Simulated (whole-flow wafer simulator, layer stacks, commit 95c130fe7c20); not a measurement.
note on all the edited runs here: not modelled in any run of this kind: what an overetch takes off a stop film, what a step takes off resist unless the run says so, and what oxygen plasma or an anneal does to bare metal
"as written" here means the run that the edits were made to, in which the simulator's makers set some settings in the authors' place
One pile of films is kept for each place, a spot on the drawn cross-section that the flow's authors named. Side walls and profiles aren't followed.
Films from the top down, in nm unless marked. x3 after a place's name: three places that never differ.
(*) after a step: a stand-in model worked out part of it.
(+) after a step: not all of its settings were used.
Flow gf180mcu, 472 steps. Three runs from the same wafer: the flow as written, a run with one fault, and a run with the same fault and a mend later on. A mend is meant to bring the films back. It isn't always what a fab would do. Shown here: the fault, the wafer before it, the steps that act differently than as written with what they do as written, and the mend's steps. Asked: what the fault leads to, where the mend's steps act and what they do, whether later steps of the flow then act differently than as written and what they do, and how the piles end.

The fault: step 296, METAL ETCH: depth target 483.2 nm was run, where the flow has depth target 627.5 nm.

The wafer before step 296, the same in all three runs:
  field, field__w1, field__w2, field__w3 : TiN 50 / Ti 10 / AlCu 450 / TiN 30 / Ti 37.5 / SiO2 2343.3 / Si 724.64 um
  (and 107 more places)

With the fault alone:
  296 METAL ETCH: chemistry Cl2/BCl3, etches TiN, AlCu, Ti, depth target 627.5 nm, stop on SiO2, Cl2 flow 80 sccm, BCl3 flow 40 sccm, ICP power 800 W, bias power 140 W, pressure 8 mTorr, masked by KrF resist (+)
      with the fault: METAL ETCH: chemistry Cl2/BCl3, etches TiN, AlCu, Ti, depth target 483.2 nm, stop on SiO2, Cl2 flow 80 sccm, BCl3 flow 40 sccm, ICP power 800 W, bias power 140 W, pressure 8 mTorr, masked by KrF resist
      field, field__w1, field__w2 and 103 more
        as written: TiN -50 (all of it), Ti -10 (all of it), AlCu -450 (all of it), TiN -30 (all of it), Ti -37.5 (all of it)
        with the fault: TiN -50 (all of it), Ti -10 (all of it), AlCu -423.2
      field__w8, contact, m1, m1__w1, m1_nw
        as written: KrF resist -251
        with the fault: KrF resist -193.3
  Later steps of the flow that act differently than as written:
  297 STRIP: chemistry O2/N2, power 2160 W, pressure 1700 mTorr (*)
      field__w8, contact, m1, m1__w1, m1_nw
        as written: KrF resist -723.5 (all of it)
        with the fault: KrF resist -781.2 (all of it)
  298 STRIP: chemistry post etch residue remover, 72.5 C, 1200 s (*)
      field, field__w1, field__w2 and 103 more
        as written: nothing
        with the fault: AlCu -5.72
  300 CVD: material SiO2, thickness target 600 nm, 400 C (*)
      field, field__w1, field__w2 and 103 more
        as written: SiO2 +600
        with the fault: SiO2 +600 (new film)
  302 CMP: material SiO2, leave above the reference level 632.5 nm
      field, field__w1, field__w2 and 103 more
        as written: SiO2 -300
        with the fault: SiO2 -388.6
  At the end the piles differ from the flow's by more than 2% or 0.5 nm, whichever is larger, at field, field__w1, field__w2 and 104 more.
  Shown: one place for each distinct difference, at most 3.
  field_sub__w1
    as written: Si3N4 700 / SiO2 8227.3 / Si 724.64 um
    with the fault: Si3N4 700 / SiO2 5795.4 / AlCu 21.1 / TiN 30 / Ti 37.5 / SiO2 2343.2 / Si 724.64 um
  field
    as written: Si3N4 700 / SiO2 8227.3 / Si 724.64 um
    with the fault: Si3N4 700 / SiO2 5795.4 / AlCu 21.1 / TiN 30 / Ti 37.5 / SiO2 2343.3 / Si 724.64 um
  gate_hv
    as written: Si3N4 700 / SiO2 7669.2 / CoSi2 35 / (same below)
    with the fault: Si3N4 700 / SiO2 5795.4 / AlCu 21.1 / TiN 30 / Ti 37.5 / SiO2 1785.1 / CoSi2 35 / (same below)

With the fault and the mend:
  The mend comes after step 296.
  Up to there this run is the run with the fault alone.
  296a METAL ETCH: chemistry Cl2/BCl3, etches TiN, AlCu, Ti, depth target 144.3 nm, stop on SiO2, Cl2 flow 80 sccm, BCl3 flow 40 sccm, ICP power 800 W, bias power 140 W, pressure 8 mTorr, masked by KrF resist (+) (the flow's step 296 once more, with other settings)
      field, field__w1, field__w2 and 103 more
        AlCu -26.8 (all of it), TiN -30 (all of it), Ti -37.5 (all of it)
      field__w8, contact, m1, m1__w1, m1_nw
        KrF resist -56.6
  No later step of the flow acts differently than as written, at any place that is followed, by more than 2% or 0.5 nm, whichever is larger.
  At the end the piles are the same as the flow's at every place that both follow.
